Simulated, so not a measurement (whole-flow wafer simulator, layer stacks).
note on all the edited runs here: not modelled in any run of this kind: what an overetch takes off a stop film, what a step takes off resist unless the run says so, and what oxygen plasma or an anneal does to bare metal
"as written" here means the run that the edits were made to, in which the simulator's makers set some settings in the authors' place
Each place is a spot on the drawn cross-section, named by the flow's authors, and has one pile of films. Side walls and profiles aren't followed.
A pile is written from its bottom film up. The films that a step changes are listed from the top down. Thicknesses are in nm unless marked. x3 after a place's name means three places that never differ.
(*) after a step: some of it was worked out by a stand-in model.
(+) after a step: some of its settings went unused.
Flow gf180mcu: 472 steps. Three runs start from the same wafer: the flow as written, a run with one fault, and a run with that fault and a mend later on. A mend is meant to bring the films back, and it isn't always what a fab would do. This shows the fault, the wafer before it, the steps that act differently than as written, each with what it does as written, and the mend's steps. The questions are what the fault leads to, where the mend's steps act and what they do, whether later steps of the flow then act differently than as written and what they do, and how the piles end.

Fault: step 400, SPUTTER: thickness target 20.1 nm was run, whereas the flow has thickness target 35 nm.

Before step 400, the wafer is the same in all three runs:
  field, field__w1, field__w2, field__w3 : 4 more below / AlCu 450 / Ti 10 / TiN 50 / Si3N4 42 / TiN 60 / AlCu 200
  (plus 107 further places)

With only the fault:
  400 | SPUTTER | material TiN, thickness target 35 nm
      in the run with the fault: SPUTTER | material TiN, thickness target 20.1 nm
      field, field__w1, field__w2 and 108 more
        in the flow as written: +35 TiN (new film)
        in the run with the fault: +20.1 TiN (new film)
  Later steps of the flow acting differently than as written (8 other steps are not shown; they differ only slightly, by no more than 2% or 0.5 nm, whichever is larger):
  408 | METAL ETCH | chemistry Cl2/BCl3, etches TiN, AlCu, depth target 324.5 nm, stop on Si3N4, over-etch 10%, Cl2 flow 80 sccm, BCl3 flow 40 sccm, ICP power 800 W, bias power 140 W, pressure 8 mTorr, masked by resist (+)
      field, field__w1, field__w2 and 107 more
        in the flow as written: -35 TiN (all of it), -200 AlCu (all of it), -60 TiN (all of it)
        in the run with the fault: -20.1 TiN (all of it), -200 AlCu (all of it), -60 TiN (all of it)
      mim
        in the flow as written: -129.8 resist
        in the run with the fault: -123.2 resist
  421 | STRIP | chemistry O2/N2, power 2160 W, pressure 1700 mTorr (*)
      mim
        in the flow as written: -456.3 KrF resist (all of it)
        in the run with the fault: -467.5 KrF resist (all of it)
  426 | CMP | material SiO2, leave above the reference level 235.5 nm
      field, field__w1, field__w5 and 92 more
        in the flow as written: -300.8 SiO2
        in the run with the fault: -315.7 SiO2
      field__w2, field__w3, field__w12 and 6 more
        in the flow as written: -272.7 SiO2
        in the run with the fault: -287.6 SiO2
  By the end, the piles at mim depart from the flow's by more than 2% or 0.5 nm, whichever is larger.
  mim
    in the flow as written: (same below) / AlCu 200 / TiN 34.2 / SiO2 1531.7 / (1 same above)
    in the run with the fault: (same below) / AlCu 200 / TiN 19.3 / SiO2 1531.7 / (1 same above)

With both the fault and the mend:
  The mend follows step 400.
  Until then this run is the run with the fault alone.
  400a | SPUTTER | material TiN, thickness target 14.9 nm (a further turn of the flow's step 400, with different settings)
      field, field__w1, field__w2 and 108 more
        +14.9 TiN
  Later steps of the flow that are run all act as written at every place that is followed.
  The piles end the same as the flow's at every place that both follow.
